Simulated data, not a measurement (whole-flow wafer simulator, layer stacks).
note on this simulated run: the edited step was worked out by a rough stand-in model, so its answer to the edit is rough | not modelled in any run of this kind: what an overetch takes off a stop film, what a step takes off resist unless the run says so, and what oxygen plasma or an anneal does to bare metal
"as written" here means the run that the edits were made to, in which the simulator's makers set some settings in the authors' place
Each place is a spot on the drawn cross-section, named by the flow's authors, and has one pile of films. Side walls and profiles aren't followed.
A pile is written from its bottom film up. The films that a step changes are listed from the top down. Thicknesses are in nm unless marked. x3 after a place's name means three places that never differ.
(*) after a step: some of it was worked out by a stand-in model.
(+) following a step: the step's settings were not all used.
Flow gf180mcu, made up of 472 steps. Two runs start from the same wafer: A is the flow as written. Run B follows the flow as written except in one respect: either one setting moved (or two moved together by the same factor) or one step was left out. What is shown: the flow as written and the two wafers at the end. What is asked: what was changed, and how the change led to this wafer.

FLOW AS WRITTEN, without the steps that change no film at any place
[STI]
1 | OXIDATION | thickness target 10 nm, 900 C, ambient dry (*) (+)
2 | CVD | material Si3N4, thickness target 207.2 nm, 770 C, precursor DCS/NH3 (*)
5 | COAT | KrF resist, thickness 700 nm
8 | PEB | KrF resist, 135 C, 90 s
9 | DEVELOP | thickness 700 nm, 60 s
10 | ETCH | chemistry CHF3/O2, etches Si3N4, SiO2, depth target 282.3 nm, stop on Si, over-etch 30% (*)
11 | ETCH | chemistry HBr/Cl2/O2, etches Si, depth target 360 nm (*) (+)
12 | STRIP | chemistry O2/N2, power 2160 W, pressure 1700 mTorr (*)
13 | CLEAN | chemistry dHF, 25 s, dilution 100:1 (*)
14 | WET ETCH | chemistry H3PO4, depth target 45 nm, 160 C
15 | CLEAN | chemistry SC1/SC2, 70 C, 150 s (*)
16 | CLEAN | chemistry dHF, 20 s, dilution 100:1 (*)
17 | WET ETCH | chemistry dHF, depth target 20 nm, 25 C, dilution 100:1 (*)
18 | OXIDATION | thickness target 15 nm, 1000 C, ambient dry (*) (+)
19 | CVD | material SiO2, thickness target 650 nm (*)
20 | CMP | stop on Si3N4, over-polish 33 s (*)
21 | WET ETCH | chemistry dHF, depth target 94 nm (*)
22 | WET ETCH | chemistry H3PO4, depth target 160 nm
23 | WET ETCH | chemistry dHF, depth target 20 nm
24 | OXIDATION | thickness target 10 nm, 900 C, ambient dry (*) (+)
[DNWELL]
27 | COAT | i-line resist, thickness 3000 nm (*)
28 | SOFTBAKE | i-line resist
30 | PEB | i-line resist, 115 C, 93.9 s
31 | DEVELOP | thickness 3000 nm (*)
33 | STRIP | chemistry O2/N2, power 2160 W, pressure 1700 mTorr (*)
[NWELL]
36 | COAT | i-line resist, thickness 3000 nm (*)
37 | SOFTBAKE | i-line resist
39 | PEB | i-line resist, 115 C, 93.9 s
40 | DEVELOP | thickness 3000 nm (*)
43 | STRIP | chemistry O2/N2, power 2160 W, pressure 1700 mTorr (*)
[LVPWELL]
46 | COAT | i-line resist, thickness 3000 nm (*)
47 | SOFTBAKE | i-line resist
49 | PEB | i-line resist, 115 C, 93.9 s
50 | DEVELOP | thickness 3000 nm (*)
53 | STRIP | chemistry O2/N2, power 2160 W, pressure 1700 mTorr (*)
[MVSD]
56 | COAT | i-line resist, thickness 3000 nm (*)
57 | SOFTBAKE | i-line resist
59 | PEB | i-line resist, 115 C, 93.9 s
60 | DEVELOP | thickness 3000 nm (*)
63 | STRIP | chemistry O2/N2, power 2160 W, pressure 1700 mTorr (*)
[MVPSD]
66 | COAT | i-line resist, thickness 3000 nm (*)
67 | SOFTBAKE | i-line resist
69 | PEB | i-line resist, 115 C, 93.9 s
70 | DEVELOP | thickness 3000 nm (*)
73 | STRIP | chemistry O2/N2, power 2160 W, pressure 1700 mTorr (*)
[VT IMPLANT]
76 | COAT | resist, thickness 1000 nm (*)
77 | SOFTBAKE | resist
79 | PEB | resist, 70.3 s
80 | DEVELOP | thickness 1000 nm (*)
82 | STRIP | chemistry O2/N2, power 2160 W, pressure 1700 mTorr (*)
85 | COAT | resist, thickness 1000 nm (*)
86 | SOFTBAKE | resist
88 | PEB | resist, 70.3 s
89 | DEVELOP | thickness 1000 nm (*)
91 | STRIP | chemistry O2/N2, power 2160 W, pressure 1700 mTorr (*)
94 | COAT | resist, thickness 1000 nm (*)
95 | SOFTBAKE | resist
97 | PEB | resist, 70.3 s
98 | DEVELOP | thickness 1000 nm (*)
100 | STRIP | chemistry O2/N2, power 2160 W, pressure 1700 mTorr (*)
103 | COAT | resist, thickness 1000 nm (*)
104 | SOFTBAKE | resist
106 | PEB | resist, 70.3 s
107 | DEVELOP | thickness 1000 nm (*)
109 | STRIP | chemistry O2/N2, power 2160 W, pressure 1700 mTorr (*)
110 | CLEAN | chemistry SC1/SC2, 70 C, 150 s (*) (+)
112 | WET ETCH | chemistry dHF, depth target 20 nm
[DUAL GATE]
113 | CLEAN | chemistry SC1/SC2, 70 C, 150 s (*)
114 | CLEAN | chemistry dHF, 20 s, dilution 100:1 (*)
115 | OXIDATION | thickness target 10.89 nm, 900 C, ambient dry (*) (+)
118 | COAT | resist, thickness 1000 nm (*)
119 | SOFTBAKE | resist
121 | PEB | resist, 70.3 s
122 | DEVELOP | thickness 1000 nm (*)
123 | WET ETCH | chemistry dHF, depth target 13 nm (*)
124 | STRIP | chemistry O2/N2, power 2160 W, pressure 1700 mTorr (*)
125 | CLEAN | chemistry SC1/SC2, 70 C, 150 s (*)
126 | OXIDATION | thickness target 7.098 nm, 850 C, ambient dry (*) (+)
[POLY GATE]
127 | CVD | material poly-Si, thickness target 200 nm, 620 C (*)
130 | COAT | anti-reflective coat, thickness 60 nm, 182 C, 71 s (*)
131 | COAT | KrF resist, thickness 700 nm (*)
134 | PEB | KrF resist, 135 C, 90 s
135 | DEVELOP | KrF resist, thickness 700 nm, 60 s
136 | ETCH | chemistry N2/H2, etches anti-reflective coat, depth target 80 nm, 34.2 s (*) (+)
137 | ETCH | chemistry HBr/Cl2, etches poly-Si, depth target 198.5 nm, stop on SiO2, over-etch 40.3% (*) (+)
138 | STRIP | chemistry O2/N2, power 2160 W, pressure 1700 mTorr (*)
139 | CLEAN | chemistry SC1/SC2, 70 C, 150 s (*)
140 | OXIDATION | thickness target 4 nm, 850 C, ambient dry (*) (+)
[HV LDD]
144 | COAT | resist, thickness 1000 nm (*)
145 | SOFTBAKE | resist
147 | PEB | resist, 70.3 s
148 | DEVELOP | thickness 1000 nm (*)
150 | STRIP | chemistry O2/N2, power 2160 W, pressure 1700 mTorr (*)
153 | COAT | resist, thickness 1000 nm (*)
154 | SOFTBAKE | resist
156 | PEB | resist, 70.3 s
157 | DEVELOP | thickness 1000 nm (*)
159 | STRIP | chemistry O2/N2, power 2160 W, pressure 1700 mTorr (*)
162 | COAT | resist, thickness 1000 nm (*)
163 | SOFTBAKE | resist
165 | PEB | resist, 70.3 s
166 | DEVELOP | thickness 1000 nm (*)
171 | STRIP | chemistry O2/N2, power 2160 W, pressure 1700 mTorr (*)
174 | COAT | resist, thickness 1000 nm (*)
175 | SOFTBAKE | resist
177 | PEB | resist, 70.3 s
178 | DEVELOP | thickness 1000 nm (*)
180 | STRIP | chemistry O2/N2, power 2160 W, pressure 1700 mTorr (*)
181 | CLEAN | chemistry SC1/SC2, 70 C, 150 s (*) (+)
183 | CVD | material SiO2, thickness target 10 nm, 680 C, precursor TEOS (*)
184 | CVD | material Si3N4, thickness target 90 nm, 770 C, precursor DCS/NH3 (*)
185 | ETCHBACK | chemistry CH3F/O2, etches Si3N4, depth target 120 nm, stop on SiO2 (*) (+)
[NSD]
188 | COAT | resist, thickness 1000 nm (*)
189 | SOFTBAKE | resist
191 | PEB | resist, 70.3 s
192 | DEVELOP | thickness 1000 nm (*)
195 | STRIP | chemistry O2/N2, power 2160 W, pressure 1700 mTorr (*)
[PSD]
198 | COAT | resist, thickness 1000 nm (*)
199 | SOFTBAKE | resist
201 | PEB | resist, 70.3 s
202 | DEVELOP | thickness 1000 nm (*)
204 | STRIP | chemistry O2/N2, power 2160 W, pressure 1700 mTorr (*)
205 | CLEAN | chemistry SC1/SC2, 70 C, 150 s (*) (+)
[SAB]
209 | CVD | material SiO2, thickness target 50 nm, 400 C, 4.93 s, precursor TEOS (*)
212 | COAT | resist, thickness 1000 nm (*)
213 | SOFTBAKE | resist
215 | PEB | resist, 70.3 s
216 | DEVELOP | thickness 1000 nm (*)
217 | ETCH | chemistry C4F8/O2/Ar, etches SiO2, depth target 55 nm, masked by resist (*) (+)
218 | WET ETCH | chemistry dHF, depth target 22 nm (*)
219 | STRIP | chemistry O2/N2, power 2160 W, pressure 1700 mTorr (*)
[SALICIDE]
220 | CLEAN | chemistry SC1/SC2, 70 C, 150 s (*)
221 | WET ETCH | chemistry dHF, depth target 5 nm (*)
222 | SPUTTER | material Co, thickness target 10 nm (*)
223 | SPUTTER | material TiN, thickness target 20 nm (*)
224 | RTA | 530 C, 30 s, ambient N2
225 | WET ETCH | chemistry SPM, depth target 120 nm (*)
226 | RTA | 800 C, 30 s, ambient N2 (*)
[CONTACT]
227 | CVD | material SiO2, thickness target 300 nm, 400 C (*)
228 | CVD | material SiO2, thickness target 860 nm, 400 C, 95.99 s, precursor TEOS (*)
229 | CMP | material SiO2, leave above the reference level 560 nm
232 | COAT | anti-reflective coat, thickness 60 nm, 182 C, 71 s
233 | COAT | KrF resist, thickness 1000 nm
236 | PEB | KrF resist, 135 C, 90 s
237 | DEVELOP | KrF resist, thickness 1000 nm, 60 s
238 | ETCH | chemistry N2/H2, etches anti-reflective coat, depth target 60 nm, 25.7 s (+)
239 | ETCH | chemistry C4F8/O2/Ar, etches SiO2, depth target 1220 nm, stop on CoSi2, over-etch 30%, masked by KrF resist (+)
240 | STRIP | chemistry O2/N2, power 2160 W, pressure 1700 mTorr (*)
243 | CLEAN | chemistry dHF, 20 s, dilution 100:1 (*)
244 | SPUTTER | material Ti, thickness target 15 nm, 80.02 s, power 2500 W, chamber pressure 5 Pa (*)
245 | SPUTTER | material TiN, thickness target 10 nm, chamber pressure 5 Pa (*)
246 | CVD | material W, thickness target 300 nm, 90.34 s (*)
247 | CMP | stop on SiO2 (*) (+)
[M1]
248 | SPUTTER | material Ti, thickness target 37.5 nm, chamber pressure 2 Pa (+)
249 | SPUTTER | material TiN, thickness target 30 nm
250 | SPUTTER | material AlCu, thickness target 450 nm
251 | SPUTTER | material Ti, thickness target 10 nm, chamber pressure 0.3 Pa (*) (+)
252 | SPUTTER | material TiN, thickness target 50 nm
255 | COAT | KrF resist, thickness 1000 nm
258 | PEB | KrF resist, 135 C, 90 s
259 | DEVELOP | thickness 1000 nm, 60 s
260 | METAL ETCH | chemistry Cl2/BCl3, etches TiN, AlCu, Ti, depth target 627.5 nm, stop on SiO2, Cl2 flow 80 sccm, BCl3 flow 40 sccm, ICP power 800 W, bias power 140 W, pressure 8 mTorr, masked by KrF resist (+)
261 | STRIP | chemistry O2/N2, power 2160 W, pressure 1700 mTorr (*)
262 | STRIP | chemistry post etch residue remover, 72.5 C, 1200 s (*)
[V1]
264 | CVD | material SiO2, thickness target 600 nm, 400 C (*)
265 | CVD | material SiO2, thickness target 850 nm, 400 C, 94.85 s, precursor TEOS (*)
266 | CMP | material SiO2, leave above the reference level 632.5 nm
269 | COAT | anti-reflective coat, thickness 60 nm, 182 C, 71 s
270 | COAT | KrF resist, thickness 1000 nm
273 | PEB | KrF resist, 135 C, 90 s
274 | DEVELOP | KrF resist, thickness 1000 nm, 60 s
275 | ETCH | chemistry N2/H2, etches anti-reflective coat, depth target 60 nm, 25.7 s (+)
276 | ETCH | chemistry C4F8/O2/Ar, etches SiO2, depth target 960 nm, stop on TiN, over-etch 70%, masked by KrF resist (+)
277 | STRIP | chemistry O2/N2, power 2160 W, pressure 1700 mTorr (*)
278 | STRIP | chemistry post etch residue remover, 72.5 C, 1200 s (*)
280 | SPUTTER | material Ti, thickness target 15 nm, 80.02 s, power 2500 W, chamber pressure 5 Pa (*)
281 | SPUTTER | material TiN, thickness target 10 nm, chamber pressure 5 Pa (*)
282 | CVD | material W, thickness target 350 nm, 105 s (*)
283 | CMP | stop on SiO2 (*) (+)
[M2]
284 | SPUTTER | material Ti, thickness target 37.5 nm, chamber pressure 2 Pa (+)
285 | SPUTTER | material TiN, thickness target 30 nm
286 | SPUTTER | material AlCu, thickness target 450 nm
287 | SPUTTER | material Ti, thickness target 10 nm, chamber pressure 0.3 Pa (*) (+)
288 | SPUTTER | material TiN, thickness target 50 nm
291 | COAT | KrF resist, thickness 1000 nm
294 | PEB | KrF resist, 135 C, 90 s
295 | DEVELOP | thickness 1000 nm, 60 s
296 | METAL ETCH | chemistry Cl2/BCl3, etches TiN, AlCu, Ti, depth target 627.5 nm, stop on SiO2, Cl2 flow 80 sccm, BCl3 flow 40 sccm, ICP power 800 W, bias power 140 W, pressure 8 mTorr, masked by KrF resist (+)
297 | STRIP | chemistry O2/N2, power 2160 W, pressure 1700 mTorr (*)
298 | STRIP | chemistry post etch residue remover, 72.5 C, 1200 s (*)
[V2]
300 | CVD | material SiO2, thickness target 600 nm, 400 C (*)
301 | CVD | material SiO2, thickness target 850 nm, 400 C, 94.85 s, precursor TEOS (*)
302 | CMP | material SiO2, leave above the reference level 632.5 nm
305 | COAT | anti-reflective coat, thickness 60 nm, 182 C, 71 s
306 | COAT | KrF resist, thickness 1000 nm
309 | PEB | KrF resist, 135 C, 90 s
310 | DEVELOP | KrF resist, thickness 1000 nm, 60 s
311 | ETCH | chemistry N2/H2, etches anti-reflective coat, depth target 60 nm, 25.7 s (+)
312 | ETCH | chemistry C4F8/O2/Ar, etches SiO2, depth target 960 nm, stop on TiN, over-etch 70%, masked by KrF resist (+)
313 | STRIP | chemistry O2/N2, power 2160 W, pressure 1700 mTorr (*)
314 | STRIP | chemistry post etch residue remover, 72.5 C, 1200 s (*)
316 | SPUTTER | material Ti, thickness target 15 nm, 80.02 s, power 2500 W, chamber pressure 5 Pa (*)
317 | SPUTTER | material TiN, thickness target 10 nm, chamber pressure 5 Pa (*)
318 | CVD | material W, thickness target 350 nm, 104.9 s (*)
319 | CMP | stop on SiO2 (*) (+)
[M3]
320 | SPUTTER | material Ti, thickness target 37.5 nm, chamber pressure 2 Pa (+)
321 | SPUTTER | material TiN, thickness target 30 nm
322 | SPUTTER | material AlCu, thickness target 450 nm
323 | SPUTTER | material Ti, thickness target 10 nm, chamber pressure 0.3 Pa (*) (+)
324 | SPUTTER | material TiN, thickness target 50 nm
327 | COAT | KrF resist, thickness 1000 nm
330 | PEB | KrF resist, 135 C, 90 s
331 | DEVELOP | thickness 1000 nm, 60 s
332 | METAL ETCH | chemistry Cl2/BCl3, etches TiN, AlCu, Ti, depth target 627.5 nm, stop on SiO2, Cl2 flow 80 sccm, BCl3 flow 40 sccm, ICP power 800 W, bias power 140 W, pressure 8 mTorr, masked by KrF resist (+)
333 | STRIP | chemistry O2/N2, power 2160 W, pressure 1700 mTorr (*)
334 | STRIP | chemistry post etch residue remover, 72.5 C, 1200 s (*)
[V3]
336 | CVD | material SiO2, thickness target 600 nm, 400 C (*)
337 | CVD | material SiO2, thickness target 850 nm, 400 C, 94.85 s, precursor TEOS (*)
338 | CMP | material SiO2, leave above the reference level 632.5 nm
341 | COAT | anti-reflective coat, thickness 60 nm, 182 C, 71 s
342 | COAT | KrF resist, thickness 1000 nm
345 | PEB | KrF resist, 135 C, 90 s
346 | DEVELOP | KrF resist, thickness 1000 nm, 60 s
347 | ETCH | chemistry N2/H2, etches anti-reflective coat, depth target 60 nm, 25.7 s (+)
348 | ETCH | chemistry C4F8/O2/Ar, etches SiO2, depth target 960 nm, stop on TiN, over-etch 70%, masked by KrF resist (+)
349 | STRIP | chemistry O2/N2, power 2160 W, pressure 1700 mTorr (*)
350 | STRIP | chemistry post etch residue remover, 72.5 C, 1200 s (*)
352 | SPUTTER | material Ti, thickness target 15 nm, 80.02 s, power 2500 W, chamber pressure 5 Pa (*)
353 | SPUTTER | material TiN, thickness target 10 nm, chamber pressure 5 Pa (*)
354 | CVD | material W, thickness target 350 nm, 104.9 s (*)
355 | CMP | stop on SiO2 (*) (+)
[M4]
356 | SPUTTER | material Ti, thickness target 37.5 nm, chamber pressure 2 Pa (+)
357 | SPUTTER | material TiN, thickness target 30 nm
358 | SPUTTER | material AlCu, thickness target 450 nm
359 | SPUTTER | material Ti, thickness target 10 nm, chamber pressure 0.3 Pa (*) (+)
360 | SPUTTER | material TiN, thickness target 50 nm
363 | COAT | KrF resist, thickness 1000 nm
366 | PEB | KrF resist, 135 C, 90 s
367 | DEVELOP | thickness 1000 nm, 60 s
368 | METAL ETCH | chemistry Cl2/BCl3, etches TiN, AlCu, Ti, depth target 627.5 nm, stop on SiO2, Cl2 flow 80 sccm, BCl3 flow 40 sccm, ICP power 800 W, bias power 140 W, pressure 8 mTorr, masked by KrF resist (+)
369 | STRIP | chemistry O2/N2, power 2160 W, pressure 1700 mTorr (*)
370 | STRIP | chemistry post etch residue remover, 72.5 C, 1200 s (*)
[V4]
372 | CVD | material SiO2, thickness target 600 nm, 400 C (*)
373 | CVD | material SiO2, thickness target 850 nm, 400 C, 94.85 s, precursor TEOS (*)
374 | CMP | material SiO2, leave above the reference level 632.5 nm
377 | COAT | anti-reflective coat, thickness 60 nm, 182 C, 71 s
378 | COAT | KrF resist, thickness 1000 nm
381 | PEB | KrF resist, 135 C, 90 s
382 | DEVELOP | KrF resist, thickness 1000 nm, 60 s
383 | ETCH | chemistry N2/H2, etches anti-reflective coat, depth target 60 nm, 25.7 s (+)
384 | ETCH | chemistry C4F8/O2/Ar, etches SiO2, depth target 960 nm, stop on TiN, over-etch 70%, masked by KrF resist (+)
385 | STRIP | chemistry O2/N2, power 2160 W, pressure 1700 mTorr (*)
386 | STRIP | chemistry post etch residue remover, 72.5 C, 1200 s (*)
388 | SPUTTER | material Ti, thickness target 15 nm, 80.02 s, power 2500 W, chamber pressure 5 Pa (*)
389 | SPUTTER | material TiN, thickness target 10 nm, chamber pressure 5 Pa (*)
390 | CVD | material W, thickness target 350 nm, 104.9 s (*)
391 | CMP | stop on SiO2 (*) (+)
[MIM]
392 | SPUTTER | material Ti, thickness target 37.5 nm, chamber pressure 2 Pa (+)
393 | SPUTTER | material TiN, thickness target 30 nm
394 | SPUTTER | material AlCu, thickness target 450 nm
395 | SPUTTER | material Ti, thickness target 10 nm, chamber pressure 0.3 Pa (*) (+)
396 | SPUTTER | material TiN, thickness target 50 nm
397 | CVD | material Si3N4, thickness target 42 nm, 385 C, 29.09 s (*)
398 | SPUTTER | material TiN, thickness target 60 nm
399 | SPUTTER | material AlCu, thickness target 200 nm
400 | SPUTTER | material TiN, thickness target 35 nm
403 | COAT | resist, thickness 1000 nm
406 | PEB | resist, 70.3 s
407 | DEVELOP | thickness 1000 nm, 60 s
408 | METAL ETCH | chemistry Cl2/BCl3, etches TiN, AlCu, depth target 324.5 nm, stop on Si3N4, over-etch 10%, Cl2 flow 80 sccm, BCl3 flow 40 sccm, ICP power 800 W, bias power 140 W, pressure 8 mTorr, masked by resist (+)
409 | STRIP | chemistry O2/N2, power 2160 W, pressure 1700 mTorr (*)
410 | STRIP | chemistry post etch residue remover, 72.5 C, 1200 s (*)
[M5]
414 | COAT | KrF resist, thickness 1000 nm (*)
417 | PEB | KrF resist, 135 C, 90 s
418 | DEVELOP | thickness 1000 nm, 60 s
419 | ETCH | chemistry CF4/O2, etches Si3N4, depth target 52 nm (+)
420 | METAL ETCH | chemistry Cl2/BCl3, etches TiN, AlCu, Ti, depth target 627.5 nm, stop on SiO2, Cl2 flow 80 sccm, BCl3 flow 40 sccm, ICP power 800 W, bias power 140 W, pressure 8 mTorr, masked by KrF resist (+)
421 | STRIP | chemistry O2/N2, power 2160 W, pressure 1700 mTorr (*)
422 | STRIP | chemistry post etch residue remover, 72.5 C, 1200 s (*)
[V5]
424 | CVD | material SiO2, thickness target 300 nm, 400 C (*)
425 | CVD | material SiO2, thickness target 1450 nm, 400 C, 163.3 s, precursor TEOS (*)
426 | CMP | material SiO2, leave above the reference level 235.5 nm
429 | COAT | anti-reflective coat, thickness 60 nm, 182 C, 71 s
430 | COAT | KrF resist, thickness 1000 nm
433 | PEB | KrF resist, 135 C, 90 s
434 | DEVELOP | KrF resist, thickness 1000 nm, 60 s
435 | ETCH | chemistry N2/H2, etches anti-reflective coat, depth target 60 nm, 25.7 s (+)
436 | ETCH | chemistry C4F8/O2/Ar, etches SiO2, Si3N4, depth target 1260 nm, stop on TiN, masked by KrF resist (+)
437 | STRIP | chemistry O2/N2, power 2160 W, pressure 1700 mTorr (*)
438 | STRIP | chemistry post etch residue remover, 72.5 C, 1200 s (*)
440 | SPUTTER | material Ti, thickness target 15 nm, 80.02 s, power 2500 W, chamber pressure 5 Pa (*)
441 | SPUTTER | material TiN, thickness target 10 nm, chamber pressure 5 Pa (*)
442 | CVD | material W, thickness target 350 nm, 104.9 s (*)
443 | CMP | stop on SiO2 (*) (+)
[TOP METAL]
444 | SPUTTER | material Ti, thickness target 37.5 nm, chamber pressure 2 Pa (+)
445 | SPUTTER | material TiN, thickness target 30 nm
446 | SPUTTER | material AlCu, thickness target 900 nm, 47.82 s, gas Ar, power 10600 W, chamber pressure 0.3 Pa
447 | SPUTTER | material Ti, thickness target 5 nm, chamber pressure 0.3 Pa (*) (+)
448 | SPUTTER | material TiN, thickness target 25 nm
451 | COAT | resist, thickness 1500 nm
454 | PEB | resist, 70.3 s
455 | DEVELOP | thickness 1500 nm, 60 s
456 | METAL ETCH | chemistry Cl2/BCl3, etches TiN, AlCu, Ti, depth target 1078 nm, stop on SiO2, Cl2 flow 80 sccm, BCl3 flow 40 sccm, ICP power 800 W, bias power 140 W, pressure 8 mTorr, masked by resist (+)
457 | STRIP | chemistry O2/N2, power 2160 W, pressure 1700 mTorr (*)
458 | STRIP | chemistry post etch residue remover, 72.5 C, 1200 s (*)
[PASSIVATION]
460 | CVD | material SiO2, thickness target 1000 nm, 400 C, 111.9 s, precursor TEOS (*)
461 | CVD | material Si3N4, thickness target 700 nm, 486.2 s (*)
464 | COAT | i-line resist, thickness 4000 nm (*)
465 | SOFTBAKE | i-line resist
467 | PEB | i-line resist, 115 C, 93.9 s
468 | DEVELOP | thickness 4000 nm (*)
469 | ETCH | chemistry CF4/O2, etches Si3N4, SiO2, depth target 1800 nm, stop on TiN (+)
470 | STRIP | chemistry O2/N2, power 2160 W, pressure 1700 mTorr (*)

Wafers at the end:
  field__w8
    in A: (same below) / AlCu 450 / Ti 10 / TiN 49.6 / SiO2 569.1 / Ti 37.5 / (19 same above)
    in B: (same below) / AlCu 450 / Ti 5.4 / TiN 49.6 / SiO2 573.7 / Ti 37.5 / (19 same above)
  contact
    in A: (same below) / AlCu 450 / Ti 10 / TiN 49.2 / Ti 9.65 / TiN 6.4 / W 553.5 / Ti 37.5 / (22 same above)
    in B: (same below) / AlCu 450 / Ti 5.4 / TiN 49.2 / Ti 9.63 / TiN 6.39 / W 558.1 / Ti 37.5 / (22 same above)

What caused this: step 323, SPUTTER: thickness target 5.4 nm was run, while the flow as written has thickness target 10 nm.
The wafer itself shows it: field__w8 has Ti 5.4, and step 323 as written asks for 10 nm.

Step by step, how the change led to this:
  323 | SPUTTER | material Ti, thickness target 10 nm, chamber pressure 0.3 Pa (*) (+)
      field, field__w1, field__w2 and 108 more: A Ti gains 10 (new film) | B Ti gains 5.4 (new film)
  332 | METAL ETCH | chemistry Cl2/BCl3, etches TiN, AlCu, Ti, depth target 627.5 nm, stop on SiO2, Cl2 flow 80 sccm, BCl3 flow 40 sccm, ICP power 800 W, bias power 140 W, pressure 8 mTorr, masked by KrF resist (+)
      field, field__w1, field__w2 and 103 more: A TiN loses 50 (all of it), Ti loses 10 (all of it), AlCu loses 450 (all of it), TiN loses 30 (all of it), Ti loses 37.5 (all of it) | B TiN loses 50 (all of it), Ti loses 5.4 (all of it), AlCu loses 450 (all of it), TiN loses 30 (all of it), Ti loses 37.5 (all of it)
